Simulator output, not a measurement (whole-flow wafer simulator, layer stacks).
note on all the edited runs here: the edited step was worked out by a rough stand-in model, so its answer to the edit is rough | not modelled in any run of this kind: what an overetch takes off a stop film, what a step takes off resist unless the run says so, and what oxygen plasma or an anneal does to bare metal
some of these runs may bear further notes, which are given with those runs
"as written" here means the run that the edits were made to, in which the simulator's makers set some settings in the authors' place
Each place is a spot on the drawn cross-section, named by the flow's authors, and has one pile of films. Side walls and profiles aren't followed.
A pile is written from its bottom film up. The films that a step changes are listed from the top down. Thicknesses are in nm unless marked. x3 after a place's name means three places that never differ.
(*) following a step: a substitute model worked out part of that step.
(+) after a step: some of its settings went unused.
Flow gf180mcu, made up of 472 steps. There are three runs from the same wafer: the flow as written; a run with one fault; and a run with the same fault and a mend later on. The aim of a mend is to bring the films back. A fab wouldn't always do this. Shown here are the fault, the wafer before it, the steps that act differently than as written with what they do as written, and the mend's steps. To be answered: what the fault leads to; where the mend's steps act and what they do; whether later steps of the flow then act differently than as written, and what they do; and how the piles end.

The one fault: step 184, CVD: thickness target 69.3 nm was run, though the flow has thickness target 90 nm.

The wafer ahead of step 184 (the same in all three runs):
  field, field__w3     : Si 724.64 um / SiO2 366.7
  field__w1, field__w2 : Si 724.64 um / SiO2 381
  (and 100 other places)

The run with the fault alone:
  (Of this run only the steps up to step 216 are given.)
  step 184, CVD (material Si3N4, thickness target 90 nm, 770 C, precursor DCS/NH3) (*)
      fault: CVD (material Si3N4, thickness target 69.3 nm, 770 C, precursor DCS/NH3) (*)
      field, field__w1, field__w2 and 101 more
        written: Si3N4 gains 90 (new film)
        fault: Si3N4 gains 69.3 (new film)
  Steps later in the flow that act otherwise than as written (7 more steps, not shown, differ only slightly: by at most 2% or 0.5 nm, whichever is larger):
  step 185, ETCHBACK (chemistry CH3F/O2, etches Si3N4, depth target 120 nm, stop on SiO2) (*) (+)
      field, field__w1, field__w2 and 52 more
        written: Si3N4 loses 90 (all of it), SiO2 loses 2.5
        fault: Si3N4 loses 69.3 (all of it), SiO2 loses 4.23
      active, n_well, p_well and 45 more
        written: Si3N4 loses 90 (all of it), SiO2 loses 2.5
        fault: Si3N4 loses 69.3 (all of it), SiO2 loses 4.22
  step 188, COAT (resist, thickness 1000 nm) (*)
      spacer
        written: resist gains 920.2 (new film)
        fault: resist gains 939 (new film)
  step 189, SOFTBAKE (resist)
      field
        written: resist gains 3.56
        fault: resist loses 0.35
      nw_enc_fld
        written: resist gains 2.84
        fault: resist gains 1.02
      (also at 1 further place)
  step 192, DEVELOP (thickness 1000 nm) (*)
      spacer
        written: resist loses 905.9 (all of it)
        fault: resist loses 924.4 (all of it)
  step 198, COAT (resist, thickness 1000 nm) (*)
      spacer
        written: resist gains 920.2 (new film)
        fault: resist gains 939 (new film)
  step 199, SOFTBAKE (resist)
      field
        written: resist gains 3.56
        fault: resist loses 0.35
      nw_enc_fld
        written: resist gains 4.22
        fault: resist gains 1.99
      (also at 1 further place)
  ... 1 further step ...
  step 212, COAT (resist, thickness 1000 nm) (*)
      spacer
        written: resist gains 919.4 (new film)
        fault: resist gains 938.2 (new film)
  Once step 216 is done, the piles at active, n_well, p_well and 52 more depart from the flow's by more than 2% or 0.5 nm, whichever is larger.
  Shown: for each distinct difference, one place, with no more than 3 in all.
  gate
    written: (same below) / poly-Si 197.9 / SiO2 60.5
    fault: (same below) / poly-Si 197.9 / SiO2 58.8
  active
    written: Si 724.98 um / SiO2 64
    fault: Si 724.98 um / SiO2 62.3
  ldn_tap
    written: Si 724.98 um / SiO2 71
    fault: Si 724.98 um / SiO2 69.2

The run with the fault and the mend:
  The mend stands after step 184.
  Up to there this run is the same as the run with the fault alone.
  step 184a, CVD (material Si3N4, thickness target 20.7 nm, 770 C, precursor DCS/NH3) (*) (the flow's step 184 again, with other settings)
      field, field__w1, field__w2 and 101 more
        Si3N4 gains 20.7
  None of the later steps of the flow differs from how it acts as written, at any place that is followed, by more than 2% or 0.5 nm, whichever is larger.
  At every place that both follow, the piles at the end match the flow's.
